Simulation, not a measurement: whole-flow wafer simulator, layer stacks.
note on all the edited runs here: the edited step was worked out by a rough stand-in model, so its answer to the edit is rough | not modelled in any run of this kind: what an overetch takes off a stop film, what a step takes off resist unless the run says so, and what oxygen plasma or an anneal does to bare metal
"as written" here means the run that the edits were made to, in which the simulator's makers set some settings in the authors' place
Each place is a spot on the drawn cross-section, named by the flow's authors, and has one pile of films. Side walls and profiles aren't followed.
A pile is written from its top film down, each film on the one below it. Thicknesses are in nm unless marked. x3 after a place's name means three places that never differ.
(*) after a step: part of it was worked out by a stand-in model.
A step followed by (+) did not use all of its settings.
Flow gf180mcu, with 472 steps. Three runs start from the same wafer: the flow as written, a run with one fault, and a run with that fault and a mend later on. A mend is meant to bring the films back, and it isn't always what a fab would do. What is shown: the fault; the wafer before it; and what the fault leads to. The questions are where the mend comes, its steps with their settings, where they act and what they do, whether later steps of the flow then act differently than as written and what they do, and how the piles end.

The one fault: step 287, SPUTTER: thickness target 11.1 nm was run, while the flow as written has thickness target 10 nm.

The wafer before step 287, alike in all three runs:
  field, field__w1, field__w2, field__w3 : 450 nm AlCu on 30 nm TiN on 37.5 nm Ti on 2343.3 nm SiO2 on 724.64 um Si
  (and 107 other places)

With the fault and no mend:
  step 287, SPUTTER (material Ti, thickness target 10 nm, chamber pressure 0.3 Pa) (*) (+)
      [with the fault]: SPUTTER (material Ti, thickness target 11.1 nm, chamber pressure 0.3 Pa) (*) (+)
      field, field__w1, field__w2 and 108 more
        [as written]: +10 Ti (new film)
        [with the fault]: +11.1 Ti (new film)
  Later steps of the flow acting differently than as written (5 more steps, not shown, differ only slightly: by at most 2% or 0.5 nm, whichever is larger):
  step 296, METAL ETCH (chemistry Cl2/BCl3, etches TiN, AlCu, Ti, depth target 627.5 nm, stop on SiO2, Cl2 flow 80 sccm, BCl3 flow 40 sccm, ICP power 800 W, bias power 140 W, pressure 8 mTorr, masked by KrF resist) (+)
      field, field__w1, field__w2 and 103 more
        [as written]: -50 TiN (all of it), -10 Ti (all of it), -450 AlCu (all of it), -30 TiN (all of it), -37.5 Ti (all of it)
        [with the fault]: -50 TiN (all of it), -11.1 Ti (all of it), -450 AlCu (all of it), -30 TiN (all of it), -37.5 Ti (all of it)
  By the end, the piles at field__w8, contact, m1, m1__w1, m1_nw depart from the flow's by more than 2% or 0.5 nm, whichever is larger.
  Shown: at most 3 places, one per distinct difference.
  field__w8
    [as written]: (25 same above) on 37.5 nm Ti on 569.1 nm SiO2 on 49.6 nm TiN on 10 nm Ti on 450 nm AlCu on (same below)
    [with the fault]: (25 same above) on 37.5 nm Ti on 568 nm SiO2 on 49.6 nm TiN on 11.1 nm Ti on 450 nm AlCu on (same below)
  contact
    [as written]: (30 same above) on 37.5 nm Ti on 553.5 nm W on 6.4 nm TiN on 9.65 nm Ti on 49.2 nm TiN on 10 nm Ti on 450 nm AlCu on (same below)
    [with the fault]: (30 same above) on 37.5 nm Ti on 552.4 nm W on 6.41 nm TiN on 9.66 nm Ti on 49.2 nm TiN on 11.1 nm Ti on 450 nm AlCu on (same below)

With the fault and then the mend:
  After step 287 comes the mend.
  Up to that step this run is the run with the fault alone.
  step 287a, METAL ETCH (chemistry Cl2/BCl3, etches TiN, AlCu, Ti, depth target 1.1 nm, Cl2 flow 80 sccm, BCl3 flow 40 sccm, ICP power 800 W, bias power 140 W, pressure 8 mTorr) (the flow's step 260 again, with other settings)
      field, field__w1, field__w2 and 108 more
        -1.1 Ti
  None of the later steps of the flow acts differently than as written at any place that is followed.
  By the end, the piles equal the flow's at every place that both follow.
